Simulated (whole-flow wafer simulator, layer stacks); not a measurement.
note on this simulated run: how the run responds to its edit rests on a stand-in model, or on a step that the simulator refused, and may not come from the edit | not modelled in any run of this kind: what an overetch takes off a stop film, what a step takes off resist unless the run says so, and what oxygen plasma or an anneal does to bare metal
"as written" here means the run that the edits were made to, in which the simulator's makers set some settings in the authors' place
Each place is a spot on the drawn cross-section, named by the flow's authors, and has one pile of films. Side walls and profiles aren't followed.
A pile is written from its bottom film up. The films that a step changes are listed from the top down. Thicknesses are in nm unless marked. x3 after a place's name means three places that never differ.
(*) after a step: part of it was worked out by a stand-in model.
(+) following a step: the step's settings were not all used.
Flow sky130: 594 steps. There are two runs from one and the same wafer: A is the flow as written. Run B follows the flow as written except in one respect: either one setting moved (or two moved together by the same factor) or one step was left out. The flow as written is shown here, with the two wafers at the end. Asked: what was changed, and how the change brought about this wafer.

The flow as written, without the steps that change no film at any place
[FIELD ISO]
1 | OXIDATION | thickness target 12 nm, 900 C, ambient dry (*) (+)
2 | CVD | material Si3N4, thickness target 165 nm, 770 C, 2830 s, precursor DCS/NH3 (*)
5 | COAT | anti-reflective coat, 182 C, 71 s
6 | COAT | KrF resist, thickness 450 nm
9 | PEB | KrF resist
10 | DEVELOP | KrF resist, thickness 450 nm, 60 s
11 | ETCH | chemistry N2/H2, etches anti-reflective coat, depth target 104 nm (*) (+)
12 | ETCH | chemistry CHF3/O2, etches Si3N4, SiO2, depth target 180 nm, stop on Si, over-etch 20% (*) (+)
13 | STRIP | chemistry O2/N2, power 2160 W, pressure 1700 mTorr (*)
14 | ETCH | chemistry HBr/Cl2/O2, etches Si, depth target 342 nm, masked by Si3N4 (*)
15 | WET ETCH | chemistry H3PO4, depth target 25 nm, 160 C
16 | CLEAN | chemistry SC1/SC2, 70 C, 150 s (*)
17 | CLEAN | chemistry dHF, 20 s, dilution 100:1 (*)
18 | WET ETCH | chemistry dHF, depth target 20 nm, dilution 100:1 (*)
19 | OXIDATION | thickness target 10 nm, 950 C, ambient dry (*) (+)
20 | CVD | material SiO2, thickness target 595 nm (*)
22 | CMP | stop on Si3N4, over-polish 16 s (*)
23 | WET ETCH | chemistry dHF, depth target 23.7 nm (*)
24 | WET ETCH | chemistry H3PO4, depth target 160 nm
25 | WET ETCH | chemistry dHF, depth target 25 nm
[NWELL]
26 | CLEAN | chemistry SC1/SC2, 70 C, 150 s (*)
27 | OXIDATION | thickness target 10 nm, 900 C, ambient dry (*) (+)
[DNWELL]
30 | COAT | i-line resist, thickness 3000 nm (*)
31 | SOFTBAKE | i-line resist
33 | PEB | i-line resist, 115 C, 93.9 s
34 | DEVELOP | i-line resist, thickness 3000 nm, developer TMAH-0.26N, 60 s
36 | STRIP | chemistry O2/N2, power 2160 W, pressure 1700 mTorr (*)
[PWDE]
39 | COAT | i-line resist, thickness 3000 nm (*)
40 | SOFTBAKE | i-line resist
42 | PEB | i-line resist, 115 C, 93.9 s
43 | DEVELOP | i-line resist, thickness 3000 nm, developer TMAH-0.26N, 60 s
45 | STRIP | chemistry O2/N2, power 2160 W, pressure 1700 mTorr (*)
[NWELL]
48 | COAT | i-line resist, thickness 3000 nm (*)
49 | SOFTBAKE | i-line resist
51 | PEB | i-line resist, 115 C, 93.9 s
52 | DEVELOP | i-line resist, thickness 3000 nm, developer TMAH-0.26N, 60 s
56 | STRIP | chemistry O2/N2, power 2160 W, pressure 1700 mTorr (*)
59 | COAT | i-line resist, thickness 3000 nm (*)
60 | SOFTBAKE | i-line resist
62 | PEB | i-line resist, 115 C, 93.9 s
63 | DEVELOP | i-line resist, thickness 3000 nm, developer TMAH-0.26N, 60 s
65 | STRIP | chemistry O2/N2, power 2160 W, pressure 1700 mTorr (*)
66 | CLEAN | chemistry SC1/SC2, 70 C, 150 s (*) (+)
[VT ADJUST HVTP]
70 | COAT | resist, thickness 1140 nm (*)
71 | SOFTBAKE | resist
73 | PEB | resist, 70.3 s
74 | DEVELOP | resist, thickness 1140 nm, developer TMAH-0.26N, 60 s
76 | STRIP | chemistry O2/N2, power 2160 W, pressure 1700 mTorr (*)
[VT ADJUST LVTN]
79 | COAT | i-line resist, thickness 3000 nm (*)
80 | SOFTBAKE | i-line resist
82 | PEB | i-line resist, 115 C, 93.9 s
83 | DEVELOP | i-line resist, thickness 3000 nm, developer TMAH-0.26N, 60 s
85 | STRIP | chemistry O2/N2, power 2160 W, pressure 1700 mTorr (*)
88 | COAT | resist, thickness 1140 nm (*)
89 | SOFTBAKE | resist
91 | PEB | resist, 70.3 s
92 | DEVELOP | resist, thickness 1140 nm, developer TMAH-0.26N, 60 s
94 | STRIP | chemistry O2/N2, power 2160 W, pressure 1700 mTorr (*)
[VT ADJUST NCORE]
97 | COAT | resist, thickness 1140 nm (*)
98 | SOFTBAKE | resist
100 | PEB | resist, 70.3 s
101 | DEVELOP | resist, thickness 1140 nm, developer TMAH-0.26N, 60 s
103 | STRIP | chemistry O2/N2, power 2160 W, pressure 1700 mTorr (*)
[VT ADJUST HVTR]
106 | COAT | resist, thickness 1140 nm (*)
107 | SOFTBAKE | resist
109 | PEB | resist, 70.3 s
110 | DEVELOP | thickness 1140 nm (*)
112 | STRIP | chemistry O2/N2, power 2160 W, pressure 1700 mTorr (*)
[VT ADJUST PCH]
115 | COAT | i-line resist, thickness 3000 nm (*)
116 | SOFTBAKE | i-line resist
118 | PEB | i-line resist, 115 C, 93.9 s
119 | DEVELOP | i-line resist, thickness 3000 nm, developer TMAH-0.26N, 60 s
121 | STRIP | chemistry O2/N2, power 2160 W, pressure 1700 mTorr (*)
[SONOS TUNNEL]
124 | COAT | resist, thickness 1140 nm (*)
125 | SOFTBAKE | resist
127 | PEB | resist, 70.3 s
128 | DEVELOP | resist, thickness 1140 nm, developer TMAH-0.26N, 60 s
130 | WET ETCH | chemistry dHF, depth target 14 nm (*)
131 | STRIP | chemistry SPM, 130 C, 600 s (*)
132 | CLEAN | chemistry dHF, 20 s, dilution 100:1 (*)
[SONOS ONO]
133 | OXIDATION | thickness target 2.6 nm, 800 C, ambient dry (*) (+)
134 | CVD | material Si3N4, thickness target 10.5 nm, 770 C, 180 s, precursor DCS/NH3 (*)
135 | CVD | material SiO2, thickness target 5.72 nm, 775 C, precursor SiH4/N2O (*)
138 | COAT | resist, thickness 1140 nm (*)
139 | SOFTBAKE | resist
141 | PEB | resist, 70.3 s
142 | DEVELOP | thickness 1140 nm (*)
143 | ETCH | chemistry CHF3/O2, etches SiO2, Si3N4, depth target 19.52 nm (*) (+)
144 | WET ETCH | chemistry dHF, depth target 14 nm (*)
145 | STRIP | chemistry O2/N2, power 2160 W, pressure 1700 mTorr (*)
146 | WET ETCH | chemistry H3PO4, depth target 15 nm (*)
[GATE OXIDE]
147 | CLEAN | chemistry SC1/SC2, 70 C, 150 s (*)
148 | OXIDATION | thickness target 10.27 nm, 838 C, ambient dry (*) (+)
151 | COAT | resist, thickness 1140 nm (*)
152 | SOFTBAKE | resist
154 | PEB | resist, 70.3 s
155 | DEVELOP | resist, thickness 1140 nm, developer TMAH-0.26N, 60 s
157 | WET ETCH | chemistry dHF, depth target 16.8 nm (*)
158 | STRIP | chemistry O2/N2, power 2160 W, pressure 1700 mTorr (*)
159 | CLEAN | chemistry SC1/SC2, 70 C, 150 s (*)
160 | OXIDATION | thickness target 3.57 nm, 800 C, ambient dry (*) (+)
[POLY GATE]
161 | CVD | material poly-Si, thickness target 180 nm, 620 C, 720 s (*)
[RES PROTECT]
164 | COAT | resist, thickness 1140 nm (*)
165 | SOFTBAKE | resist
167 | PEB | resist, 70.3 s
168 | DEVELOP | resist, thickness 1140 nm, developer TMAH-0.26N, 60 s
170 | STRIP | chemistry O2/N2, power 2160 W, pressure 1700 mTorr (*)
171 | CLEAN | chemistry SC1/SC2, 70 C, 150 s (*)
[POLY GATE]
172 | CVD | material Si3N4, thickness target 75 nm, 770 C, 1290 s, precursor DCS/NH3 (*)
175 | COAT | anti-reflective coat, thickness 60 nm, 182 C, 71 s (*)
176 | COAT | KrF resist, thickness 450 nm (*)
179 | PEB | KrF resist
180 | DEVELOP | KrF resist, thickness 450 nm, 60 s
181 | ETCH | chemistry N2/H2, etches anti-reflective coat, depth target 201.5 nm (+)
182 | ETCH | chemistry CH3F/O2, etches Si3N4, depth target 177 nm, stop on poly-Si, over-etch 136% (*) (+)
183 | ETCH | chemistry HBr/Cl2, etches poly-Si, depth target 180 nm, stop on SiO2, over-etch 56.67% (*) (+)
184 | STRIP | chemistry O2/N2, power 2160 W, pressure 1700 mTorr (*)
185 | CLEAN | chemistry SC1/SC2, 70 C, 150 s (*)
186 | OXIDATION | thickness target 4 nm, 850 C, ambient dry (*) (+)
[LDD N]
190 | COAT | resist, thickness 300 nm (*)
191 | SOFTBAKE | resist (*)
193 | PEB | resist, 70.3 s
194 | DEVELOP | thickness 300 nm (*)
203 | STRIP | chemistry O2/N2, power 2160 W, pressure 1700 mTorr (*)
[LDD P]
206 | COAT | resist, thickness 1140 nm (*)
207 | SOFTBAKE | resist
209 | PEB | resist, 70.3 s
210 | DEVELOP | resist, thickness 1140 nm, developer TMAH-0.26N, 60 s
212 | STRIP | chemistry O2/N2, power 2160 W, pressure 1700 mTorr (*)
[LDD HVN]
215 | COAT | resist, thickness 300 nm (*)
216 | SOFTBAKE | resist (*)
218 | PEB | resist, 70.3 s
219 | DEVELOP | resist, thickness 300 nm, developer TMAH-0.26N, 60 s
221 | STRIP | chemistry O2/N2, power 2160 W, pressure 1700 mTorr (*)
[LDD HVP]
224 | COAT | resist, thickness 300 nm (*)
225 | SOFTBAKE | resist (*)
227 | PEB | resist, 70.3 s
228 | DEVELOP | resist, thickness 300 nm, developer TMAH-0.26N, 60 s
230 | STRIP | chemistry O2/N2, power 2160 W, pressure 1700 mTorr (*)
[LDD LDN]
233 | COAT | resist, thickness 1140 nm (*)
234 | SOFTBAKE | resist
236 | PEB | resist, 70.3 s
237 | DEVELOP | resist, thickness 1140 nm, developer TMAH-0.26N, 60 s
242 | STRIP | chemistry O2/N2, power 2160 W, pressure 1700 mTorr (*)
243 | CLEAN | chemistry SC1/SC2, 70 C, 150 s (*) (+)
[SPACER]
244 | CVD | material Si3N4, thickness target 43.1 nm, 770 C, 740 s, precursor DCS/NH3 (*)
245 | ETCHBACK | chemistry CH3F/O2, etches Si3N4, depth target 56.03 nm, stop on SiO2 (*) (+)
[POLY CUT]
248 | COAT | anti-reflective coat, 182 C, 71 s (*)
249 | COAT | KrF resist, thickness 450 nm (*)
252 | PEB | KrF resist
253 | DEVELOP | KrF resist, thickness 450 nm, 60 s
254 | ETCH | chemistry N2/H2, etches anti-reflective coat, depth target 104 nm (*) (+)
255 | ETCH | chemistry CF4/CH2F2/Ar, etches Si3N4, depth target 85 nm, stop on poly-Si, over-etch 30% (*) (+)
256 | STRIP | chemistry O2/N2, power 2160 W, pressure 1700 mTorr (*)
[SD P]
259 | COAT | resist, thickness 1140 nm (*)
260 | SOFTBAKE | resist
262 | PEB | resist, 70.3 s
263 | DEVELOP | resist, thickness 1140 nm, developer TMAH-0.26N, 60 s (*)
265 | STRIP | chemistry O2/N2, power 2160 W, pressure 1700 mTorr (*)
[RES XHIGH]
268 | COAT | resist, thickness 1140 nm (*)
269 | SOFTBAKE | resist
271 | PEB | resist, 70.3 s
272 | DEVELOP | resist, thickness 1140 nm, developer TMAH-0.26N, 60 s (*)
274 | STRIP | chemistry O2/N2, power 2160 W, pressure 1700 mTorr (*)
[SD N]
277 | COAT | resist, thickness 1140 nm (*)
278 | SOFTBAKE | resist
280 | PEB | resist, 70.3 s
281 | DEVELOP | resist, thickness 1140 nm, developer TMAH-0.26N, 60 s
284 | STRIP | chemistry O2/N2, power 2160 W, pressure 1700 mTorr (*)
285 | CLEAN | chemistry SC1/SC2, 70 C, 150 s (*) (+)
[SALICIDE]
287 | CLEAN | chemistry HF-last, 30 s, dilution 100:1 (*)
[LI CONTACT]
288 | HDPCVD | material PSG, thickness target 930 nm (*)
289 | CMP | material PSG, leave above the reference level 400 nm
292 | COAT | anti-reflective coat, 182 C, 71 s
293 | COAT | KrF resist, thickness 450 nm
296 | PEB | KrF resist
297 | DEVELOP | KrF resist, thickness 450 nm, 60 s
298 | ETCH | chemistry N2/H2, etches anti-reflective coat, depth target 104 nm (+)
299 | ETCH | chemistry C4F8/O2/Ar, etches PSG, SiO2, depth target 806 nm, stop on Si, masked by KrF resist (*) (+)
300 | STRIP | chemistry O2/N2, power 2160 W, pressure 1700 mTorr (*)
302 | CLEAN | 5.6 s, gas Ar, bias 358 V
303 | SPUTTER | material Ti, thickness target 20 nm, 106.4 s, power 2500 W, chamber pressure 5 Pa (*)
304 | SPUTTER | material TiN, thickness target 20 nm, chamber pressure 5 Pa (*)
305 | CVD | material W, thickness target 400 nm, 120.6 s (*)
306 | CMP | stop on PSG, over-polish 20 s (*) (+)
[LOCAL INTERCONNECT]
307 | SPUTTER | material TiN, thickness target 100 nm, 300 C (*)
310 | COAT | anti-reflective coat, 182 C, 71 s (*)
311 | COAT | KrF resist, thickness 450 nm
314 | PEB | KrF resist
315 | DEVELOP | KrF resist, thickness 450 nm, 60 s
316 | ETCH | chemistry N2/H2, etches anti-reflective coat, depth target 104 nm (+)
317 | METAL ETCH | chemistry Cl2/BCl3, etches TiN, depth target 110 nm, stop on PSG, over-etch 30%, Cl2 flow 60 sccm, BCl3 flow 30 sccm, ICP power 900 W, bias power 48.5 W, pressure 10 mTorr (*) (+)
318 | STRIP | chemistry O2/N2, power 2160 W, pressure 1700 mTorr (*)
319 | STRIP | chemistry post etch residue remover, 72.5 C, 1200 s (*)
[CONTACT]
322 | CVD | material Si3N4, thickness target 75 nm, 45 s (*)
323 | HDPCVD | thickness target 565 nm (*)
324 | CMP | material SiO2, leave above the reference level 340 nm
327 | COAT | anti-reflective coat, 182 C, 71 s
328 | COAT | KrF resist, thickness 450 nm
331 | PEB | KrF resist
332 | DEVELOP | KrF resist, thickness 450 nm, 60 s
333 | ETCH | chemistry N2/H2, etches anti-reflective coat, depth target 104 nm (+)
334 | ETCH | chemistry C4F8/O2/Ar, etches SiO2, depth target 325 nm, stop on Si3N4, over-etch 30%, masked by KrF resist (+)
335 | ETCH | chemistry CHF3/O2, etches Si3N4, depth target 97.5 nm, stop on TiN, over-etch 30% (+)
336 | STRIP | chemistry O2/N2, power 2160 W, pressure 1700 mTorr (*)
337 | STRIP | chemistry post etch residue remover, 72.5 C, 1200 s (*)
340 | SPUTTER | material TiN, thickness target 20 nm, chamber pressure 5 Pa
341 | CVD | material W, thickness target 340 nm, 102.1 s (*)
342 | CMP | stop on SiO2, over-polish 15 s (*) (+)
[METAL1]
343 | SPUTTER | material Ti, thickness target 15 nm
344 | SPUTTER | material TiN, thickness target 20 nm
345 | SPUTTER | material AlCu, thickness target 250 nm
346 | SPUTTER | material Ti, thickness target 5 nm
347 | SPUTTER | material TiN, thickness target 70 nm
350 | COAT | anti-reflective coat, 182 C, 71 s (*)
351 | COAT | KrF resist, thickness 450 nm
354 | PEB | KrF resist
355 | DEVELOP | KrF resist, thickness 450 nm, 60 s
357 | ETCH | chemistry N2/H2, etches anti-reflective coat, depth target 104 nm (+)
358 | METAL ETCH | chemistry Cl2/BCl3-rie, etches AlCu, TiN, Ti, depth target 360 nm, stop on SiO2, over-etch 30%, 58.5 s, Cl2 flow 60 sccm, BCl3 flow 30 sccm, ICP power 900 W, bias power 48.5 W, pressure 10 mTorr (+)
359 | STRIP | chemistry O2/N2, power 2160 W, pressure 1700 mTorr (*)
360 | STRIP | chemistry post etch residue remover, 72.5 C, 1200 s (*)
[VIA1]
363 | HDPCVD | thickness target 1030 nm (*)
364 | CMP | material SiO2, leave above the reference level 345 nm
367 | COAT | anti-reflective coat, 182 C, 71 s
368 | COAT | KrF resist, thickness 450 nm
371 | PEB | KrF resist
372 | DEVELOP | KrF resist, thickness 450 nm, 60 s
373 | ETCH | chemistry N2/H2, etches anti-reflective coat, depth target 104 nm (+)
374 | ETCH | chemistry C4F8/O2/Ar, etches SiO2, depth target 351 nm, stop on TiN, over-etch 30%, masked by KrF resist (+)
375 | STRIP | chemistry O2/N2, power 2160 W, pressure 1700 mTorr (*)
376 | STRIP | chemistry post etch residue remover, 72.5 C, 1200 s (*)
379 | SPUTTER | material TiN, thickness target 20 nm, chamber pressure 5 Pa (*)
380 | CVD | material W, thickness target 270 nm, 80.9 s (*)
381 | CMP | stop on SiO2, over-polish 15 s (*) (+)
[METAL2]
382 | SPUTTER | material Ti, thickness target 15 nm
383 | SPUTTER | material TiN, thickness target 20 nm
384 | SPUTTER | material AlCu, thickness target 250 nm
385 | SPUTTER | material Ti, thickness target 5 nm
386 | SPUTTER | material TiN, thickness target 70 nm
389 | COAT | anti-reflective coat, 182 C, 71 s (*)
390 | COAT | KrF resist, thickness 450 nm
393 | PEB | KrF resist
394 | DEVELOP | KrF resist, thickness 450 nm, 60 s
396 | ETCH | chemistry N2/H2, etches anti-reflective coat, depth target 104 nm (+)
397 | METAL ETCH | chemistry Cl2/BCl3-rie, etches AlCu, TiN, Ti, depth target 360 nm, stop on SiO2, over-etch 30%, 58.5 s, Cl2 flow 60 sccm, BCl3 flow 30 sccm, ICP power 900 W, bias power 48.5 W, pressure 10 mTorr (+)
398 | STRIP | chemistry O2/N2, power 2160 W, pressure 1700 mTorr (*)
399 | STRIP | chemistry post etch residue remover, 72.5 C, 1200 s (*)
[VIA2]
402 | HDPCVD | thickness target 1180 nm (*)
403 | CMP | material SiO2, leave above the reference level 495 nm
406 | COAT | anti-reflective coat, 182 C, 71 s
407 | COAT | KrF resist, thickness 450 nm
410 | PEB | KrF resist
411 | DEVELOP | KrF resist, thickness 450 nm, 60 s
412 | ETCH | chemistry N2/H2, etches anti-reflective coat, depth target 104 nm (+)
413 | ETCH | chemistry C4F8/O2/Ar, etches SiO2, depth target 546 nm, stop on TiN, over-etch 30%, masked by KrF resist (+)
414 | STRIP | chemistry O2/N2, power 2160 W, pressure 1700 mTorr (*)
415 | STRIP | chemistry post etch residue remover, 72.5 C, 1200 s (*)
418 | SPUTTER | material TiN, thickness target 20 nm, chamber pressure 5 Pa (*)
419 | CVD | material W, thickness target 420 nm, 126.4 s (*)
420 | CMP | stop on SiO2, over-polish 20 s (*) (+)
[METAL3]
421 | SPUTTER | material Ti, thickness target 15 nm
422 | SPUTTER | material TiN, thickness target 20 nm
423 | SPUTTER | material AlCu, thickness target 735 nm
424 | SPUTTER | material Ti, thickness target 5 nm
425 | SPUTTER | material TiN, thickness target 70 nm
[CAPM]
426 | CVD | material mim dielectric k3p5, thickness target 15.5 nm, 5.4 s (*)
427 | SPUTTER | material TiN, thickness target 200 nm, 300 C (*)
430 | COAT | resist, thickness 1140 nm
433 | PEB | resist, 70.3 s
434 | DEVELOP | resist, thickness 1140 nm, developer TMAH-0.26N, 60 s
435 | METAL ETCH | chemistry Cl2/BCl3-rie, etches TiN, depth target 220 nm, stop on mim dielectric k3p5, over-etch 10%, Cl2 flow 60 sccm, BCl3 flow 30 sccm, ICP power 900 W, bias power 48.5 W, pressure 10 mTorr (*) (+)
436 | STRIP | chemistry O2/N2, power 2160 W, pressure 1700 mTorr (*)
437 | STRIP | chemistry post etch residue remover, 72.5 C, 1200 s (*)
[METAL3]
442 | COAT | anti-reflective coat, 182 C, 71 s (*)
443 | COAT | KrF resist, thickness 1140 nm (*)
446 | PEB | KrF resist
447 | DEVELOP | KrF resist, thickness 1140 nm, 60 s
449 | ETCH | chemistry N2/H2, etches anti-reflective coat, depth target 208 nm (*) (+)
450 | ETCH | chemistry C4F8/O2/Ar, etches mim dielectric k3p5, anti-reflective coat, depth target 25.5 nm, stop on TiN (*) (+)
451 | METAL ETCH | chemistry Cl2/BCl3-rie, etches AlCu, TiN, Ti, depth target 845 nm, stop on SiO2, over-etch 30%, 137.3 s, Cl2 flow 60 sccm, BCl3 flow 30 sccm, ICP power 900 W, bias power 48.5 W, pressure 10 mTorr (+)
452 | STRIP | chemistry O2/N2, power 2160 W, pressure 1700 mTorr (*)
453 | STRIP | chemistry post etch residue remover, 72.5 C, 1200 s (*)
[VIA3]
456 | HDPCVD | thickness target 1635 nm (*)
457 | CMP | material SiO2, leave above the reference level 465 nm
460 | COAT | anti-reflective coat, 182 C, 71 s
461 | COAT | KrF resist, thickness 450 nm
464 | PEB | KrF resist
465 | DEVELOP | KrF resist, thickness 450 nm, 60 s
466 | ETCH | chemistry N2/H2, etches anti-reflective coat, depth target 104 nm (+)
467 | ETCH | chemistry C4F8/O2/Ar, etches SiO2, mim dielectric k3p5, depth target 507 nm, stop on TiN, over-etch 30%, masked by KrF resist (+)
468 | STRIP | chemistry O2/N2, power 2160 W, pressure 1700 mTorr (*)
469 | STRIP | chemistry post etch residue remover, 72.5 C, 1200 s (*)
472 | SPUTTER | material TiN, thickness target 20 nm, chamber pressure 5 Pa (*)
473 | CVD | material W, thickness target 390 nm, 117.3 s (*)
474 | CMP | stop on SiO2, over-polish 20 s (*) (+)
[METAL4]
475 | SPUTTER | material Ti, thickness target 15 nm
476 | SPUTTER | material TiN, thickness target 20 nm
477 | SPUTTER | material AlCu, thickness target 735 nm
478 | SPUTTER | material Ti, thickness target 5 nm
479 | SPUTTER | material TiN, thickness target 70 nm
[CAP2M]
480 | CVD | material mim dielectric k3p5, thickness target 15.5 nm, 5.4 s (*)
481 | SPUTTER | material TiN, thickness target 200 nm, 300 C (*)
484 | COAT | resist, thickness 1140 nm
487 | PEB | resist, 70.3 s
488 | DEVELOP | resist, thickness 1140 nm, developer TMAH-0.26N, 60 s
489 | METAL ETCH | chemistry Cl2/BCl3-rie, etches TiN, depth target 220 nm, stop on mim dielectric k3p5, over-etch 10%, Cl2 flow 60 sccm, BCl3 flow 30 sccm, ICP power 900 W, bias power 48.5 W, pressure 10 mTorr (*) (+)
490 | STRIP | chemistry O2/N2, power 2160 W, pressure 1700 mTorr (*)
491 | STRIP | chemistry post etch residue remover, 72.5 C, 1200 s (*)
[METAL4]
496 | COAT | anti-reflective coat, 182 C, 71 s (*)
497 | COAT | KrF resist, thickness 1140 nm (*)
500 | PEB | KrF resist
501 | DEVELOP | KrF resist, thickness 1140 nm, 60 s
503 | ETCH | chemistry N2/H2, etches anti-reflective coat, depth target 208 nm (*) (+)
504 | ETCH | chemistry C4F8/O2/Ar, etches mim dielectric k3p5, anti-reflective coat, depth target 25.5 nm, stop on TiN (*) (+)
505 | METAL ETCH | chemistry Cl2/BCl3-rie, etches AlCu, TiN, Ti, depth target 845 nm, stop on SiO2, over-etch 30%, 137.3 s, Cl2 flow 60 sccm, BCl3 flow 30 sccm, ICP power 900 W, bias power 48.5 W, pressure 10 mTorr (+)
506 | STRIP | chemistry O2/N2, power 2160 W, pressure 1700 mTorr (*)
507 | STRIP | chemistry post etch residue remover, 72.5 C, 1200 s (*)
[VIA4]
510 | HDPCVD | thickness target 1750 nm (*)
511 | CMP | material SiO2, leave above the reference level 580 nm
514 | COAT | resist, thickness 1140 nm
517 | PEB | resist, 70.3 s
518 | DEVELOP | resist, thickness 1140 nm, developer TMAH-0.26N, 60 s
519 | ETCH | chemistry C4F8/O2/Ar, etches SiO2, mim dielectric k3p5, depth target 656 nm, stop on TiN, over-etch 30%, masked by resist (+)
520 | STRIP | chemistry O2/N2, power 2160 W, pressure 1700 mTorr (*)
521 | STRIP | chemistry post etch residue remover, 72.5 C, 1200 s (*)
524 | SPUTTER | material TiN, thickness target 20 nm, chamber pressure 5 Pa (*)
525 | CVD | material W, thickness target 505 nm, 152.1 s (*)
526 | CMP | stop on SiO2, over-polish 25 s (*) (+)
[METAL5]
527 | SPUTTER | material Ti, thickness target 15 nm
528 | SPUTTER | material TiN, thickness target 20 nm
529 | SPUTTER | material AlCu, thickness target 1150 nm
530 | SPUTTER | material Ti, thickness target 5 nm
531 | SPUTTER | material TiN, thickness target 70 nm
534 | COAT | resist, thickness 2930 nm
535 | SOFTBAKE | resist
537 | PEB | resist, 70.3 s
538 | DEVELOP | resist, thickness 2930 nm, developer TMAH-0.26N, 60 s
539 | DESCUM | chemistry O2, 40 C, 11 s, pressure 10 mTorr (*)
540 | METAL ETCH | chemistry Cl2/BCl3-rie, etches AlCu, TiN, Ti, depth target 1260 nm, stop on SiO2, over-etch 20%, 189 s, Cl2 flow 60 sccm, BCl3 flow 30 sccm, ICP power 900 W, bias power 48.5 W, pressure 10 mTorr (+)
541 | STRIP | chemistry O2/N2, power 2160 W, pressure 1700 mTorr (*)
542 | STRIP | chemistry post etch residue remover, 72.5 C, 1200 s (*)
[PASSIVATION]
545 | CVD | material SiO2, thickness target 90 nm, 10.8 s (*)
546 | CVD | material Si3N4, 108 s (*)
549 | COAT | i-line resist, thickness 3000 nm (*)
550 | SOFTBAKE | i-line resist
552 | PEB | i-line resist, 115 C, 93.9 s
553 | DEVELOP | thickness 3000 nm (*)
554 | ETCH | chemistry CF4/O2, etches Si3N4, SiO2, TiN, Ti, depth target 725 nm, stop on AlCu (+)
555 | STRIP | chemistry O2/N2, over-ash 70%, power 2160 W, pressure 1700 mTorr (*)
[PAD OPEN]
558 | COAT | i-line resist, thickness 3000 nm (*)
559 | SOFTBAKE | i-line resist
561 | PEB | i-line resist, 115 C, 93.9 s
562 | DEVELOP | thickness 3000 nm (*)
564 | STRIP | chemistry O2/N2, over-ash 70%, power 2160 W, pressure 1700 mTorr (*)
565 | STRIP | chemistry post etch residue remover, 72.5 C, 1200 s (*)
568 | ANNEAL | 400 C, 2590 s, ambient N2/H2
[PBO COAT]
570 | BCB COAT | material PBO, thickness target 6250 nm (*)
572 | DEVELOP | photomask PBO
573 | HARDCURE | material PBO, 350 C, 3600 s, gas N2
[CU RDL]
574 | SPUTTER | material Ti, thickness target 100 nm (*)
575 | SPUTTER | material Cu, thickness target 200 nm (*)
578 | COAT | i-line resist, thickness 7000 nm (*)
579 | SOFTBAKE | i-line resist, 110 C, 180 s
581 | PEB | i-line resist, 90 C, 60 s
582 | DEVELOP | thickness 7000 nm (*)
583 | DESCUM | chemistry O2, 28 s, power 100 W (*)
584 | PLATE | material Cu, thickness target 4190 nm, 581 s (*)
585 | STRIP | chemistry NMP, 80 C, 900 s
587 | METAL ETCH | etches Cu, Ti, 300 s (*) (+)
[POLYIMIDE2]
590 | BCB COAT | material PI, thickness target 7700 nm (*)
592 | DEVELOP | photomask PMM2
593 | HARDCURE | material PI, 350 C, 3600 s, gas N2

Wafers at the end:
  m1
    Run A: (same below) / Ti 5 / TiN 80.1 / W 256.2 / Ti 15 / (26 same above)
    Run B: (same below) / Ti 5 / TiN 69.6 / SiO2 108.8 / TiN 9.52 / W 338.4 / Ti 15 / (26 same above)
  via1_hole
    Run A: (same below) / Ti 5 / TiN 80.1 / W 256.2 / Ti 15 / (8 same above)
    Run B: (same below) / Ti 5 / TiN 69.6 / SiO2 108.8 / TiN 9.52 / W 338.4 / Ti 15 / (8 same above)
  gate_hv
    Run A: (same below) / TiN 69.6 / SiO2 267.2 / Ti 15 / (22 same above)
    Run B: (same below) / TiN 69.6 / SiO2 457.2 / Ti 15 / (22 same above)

The reason: step 364, CMP: leave above the reference level 535 nm was run, while the flow as written has leave above the reference level 345 nm.

How this came from the change, step by step:
  364 | CMP | material SiO2, leave above the reference level 345 nm
      n_well, p_well, gate_hv and 100 more: A SiO2 loses 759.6 | B SiO2 loses 569.6
      field, active, gate and 81 more: A SiO2 loses 389.1 | B SiO2 loses 199.1
      (also at 4 further places)
  374 | ETCH | chemistry C4F8/O2/Ar, etches SiO2, depth target 351 nm, stop on TiN, over-etch 30%, masked by KrF resist (+)
      m1, via1_hole: A SiO2 loses 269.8 (all of it) | B SiO2 loses 351
  379 | SPUTTER | material TiN, thickness target 20 nm, chamber pressure 5 Pa (*)
      m1: A TiN gains 11 | B TiN gains 9.52 (new film)
      via1_hole: A TiN gains 10.9 | B TiN gains 9.52 (new film)
  380 | CVD | material W, thickness target 270 nm, 80.9 s (*)
      m1, via1_hole: A W gains 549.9 (new film) | B W gains 632.1 (new film)
Taking metal films that touch as one body, m1 has 3 bodies (between them, from the top down: SiO2 108.8; SiO2 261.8 / Si3N4 75); the flow as written gives 2 bodies (between them, from the top down: SiO2 261.8 / Si3N4 75).
Taking metal films that touch as one body, via1_hole has 2 bodies (between them, from the top down: SiO2 108.8); the flow as written gives 1 body.
